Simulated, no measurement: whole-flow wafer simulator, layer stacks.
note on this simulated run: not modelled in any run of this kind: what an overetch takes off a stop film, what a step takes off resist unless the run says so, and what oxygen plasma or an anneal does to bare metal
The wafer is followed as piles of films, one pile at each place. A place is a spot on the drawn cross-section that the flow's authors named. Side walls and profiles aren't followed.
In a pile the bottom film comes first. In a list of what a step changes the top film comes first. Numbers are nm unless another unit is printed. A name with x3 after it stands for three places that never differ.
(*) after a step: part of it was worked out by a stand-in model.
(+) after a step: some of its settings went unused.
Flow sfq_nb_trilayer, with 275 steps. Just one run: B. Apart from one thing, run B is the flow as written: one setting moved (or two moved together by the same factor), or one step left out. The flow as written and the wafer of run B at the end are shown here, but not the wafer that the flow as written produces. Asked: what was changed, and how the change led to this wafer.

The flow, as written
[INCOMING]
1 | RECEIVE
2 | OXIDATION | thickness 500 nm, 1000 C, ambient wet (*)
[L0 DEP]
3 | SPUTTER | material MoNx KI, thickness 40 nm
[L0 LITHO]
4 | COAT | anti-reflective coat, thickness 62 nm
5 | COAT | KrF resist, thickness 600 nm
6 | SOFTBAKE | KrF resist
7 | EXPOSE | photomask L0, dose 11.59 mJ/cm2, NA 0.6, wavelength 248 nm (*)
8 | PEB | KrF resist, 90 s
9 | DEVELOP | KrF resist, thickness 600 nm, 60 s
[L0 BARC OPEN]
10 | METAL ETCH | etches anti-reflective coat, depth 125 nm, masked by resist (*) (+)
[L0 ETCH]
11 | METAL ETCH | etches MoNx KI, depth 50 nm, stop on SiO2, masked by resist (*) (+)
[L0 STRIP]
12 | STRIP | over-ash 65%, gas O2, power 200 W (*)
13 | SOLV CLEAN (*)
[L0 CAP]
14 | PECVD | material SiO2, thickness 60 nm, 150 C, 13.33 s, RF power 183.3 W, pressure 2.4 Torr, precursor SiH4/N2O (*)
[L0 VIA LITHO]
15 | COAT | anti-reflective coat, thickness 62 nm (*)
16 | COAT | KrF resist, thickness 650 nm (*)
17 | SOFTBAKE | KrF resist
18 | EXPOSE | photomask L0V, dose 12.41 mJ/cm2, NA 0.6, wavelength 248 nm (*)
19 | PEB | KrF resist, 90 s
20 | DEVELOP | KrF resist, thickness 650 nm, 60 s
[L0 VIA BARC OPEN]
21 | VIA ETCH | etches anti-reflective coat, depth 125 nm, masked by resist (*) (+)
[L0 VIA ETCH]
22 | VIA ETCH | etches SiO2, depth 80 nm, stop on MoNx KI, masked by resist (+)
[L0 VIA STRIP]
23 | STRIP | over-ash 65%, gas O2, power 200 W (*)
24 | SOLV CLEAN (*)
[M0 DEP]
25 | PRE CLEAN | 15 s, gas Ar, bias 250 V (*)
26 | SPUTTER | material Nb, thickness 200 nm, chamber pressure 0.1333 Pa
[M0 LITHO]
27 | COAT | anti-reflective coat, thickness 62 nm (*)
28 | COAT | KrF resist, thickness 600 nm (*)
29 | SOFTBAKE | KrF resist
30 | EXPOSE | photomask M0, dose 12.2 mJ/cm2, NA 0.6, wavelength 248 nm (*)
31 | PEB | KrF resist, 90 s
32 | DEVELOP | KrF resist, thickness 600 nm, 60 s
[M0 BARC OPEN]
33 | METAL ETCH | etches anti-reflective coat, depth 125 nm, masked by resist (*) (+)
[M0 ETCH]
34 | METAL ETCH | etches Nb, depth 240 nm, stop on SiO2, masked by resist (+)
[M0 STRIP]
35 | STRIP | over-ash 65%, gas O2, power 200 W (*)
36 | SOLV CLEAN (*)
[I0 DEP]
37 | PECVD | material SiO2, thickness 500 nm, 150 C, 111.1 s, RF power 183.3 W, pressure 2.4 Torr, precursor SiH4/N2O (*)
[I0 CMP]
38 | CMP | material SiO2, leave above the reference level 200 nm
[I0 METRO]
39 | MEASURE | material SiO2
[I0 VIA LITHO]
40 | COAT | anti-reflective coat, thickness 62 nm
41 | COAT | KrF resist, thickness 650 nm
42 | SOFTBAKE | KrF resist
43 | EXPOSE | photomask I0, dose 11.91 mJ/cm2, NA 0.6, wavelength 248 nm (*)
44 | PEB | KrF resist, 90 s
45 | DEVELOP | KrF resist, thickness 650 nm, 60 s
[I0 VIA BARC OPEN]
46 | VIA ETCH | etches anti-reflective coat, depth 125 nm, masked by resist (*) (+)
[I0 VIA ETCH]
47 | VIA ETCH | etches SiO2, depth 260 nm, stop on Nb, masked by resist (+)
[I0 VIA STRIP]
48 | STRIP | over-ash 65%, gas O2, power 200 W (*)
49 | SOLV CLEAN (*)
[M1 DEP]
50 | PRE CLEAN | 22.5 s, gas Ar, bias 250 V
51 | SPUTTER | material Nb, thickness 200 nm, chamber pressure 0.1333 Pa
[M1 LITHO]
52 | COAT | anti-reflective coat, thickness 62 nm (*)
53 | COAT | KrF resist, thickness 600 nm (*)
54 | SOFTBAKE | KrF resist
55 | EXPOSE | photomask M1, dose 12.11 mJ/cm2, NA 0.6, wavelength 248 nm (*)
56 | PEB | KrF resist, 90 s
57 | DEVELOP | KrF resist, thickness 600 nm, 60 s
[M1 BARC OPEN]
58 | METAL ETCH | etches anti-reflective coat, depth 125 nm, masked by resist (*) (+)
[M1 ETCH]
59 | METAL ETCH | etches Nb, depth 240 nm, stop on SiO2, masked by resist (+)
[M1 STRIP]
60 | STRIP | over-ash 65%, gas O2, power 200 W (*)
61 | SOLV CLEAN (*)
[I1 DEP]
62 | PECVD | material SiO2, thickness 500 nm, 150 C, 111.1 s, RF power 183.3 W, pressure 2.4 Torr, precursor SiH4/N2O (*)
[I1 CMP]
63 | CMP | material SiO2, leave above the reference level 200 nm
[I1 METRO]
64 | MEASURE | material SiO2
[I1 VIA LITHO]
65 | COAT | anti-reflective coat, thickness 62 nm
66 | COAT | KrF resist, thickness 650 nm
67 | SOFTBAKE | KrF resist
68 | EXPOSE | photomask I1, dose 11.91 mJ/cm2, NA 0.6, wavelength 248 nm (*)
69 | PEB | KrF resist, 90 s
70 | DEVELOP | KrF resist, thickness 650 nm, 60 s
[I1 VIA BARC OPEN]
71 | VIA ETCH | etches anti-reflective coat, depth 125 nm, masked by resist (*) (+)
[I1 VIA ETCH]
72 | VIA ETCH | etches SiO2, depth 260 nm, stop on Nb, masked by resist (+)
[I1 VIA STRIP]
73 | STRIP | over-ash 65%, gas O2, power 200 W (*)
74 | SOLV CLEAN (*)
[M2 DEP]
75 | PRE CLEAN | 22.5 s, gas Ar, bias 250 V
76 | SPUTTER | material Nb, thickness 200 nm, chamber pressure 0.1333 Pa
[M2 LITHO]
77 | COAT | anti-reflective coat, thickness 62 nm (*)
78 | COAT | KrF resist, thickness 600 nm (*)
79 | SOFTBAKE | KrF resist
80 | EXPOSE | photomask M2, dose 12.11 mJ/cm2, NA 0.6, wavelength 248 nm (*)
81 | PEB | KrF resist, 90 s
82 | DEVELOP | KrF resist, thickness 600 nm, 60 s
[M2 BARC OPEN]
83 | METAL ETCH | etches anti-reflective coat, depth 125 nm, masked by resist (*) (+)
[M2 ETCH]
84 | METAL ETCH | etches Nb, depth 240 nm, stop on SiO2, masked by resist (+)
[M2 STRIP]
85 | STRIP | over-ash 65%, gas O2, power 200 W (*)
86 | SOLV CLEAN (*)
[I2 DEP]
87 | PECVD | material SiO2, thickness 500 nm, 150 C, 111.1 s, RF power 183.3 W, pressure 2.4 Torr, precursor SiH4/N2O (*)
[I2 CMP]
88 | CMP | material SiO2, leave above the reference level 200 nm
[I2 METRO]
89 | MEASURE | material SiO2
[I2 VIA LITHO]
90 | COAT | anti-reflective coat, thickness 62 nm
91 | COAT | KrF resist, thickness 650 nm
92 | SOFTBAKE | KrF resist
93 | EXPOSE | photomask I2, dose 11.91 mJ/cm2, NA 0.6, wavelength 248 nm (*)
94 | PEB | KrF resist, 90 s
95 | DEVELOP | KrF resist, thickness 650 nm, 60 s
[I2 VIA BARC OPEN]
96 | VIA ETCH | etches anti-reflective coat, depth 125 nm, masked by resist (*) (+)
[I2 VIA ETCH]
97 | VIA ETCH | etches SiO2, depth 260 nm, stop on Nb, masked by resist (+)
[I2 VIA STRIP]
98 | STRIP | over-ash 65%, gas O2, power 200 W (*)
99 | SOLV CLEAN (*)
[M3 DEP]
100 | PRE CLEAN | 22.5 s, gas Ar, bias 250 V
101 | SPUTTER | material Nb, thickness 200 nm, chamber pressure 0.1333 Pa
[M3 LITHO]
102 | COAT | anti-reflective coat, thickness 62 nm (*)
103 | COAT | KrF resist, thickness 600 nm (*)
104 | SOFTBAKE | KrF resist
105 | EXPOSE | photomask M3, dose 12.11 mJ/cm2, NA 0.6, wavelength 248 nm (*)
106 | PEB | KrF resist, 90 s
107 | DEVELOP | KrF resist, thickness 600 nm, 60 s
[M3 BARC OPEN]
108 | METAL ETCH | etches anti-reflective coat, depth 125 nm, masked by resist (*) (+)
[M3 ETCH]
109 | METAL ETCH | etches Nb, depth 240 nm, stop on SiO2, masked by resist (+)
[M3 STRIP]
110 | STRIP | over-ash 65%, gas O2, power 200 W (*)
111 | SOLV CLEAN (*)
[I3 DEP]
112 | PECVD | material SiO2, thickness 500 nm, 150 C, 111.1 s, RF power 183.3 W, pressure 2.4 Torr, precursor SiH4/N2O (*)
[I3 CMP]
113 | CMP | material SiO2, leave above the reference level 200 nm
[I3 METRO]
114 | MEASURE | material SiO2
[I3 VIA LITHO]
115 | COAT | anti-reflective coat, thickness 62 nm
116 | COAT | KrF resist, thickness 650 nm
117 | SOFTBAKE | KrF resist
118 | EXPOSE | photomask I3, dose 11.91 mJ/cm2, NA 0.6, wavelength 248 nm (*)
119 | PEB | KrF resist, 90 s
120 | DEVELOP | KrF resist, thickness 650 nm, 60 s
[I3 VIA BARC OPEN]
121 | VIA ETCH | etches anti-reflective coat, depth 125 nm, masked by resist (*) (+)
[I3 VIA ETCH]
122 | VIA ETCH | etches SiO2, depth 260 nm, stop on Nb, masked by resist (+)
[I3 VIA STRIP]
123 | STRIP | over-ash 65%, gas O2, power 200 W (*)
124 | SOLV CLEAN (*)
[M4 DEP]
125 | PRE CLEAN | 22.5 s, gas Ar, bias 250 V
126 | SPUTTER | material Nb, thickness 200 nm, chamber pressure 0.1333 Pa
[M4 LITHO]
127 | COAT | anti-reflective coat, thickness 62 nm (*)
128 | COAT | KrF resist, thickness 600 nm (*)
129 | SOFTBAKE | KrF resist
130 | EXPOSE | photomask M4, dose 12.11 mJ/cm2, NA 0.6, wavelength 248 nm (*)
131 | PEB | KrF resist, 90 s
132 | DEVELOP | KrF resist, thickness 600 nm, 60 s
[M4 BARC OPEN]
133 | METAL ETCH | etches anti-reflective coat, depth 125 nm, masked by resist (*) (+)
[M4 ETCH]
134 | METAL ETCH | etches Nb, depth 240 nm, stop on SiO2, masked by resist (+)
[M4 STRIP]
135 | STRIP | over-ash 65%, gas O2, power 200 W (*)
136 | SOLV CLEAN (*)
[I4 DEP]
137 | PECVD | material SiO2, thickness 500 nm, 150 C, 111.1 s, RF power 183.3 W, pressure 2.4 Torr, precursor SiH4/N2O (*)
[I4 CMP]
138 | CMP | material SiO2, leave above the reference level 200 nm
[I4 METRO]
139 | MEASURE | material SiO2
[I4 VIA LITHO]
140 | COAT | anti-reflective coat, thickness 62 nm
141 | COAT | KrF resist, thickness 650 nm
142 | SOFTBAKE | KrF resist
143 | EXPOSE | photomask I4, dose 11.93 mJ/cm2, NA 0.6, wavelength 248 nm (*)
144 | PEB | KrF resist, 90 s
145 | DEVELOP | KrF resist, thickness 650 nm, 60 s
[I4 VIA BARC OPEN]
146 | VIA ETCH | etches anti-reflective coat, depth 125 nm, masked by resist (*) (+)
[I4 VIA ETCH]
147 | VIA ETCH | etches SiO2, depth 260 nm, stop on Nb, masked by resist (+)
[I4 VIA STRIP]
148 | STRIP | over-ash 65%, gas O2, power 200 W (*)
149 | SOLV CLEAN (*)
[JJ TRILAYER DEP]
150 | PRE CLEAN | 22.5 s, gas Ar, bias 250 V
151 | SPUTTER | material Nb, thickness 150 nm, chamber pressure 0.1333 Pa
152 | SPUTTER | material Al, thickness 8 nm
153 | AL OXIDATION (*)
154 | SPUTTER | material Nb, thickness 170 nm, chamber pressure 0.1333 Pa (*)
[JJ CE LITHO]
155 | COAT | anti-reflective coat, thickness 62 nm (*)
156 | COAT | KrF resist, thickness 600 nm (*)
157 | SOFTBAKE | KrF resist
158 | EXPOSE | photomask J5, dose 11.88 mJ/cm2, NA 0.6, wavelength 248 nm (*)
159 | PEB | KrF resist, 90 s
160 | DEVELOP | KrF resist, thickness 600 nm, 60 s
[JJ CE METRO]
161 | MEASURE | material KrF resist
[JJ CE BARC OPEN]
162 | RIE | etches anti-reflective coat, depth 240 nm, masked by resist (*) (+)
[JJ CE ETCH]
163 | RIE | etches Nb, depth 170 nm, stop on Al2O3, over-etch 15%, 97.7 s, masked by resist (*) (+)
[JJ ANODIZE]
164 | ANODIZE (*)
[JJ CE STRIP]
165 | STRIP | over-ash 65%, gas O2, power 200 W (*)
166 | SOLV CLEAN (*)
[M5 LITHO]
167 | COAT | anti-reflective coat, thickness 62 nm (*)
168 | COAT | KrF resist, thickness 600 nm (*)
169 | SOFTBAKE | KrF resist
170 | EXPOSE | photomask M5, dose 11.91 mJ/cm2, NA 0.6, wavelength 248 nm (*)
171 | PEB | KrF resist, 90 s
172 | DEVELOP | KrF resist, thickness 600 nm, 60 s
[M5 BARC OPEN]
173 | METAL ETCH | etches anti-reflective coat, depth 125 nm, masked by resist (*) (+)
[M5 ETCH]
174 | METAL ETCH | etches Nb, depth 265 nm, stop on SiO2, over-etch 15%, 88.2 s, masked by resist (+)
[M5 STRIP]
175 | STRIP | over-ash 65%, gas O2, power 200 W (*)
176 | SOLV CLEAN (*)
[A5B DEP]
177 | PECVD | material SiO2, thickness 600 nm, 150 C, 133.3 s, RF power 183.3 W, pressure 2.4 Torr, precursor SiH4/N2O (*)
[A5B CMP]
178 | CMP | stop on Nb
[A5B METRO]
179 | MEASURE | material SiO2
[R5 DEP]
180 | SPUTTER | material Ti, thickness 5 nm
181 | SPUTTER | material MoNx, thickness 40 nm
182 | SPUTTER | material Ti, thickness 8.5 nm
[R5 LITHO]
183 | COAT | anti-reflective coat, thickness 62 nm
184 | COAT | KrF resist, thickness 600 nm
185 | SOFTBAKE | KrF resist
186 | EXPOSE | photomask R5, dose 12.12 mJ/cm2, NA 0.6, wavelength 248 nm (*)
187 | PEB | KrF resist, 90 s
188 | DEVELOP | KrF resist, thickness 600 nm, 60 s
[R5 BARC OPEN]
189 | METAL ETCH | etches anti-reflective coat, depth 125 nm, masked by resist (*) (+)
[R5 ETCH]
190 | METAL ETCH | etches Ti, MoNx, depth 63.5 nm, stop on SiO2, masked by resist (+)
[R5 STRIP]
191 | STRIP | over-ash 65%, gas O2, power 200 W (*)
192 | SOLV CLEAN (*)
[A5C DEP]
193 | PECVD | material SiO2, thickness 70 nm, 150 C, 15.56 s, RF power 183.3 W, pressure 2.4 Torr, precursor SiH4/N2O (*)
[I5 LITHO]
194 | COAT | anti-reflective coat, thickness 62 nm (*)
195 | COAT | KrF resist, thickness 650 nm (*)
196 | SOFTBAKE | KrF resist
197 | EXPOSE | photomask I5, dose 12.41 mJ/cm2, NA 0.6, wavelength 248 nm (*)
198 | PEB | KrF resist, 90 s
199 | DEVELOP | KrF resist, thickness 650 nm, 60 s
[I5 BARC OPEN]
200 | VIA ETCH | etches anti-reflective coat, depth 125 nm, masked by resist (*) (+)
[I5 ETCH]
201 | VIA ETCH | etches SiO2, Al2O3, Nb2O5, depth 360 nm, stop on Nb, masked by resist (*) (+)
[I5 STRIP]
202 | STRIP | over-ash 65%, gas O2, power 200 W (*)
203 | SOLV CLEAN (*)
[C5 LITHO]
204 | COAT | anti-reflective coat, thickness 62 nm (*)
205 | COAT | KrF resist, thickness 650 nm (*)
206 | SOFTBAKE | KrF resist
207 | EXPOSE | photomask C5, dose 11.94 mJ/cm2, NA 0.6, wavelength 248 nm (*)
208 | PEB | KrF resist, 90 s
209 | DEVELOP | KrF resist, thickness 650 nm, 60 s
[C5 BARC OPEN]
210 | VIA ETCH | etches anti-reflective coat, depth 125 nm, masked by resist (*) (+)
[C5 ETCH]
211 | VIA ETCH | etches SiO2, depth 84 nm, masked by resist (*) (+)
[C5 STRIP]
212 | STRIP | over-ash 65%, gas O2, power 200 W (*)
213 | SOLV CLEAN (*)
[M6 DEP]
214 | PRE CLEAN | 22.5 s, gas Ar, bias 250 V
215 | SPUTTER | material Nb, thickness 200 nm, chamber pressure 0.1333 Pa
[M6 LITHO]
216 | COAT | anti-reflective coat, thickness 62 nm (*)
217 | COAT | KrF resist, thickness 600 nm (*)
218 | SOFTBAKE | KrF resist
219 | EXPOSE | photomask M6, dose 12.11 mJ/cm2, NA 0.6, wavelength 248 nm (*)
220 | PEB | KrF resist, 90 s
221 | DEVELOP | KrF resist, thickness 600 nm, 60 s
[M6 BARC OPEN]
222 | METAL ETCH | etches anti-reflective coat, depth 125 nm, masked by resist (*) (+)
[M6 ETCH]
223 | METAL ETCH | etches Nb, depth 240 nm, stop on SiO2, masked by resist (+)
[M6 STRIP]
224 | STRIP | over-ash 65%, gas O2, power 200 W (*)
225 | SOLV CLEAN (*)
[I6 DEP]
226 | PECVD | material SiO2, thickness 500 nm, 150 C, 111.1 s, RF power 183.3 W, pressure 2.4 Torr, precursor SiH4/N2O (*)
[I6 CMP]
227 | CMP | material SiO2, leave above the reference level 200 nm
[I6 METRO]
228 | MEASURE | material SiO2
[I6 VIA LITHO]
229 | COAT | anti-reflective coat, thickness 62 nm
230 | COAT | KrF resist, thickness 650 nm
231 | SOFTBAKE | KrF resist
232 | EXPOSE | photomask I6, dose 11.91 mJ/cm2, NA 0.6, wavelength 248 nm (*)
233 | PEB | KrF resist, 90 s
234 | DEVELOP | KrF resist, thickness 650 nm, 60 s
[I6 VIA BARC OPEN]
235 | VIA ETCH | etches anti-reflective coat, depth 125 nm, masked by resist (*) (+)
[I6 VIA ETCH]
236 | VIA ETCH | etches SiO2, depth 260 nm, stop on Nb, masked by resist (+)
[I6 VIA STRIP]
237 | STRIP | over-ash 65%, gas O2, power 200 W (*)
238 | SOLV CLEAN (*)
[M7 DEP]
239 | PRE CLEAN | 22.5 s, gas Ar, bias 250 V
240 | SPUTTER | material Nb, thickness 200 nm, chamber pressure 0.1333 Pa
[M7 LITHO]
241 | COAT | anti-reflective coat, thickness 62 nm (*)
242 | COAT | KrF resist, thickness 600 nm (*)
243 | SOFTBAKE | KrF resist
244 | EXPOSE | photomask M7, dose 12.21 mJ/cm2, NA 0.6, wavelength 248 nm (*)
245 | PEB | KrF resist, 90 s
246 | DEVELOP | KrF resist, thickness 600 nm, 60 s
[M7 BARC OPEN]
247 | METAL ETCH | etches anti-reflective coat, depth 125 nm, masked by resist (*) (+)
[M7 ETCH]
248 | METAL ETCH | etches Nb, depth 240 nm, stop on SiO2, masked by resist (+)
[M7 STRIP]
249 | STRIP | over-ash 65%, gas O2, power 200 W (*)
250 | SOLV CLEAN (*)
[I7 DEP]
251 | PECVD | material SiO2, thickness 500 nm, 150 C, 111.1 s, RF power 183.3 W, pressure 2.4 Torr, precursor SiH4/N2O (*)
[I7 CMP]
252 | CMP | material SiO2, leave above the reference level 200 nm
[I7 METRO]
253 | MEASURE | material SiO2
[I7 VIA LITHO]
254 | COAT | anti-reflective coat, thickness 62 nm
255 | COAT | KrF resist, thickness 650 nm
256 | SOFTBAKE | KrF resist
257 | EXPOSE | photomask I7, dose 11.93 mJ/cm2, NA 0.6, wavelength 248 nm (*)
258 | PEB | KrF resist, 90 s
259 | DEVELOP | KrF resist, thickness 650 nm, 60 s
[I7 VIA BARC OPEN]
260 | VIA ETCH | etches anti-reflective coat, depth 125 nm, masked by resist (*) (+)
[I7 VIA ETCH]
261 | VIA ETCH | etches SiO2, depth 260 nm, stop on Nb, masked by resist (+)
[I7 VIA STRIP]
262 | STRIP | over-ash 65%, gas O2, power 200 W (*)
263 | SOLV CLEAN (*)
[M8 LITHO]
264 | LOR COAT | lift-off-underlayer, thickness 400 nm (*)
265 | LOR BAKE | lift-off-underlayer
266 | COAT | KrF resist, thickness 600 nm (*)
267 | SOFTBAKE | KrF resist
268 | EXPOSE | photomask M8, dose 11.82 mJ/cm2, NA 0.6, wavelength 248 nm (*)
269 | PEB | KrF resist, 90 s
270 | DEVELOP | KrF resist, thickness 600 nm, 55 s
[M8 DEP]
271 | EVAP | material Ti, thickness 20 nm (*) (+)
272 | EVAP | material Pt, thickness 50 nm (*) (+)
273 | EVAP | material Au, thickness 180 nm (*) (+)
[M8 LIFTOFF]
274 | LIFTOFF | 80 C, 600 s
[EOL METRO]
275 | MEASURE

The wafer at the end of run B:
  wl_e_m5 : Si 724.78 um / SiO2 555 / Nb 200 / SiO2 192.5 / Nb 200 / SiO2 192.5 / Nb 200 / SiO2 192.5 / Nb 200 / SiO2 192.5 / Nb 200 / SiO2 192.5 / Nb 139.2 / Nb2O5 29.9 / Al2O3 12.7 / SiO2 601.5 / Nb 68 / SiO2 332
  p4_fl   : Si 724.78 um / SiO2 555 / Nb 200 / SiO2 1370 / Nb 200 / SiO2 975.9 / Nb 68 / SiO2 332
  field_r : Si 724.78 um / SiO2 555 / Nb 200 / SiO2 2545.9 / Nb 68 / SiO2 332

What caused this: step 248, METAL ETCH: depth 132 nm was run, though the flow has depth 240 nm.

How this came from the change, step by step:
  248 | METAL ETCH | etches Nb, depth 240 nm, stop on SiO2, masked by resist (+)
      field_l, field_r, lsp_l and 62 more: -132 Nb (as written it would have been: -200 Nb (all of it))
      v_sur, via_wl, via_w and 38 more: -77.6 KrF resist (as written it would have been: -141.2 KrF resist)
  249 | STRIP | over-ash 65%, gas O2, power 200 W (*)
      wl_j_sl, wl_jj, wl_j_sr and 14 more: -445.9 KrF resist (all of it), -62 anti-reflective coat (all of it) (as written it would have been: -382.4 KrF resist (all of it), -62 anti-reflective coat (all of it))
      lsp_m, ln_m6, lsp_r: -445.5 KrF resist (all of it), -61.8 anti-reflective coat (all of it) (as written it would have been: -381.9 KrF resist (all of it), -61.8 anti-reflective coat (all of it))
      (also at 21 further places)
  251 | PECVD | material SiO2, thickness 500 nm, 150 C, 111.1 s, RF power 183.3 W, pressure 2.4 Torr, precursor SiH4/N2O (*)
      field_l, p4_fl, p4_fm and 56 more: +500 SiO2 (new film) (as written it would have been: +500 SiO2)
      field_r, lsp_l: +485.3 SiO2 (new film) (as written it would have been: +477.7 SiO2)
      (also at 4 further places)
  252 | CMP | material SiO2, leave above the reference level 200 nm
      field_l, p4_fl, p4_fm and 56 more: -168 SiO2 (as written it would have been: -100 SiO2)
      field_r, lsp_l: -153.3 SiO2 (as written it would have been: -77.7 SiO2)
      (also at 4 further places)
Taking metal films that touch as one body, wl_e_m5 has 7 bodies (between them, from the top down: SiO2 601.5 / Al2O3 12.7 / Nb2O5 29.9; SiO2 192.5; SiO2 192.5; SiO2 192.5; SiO2 192.5; SiO2 192.5); the flow as written gives 6 bodies (between them, from the top down: SiO2 192.5; SiO2 192.5; SiO2 192.5; SiO2 192.5; SiO2 192.5).
Taking metal films that touch as one body, p4_fl has 3 bodies (between them, from the top down: SiO2 975.9; SiO2 1370); the flow as written gives 2 bodies (between them, from the top down: SiO2 1370).
Taking metal films that touch as one body, field_r has 2 bodies (between them, from the top down: SiO2 2545.9); the flow as written gives 1 body.
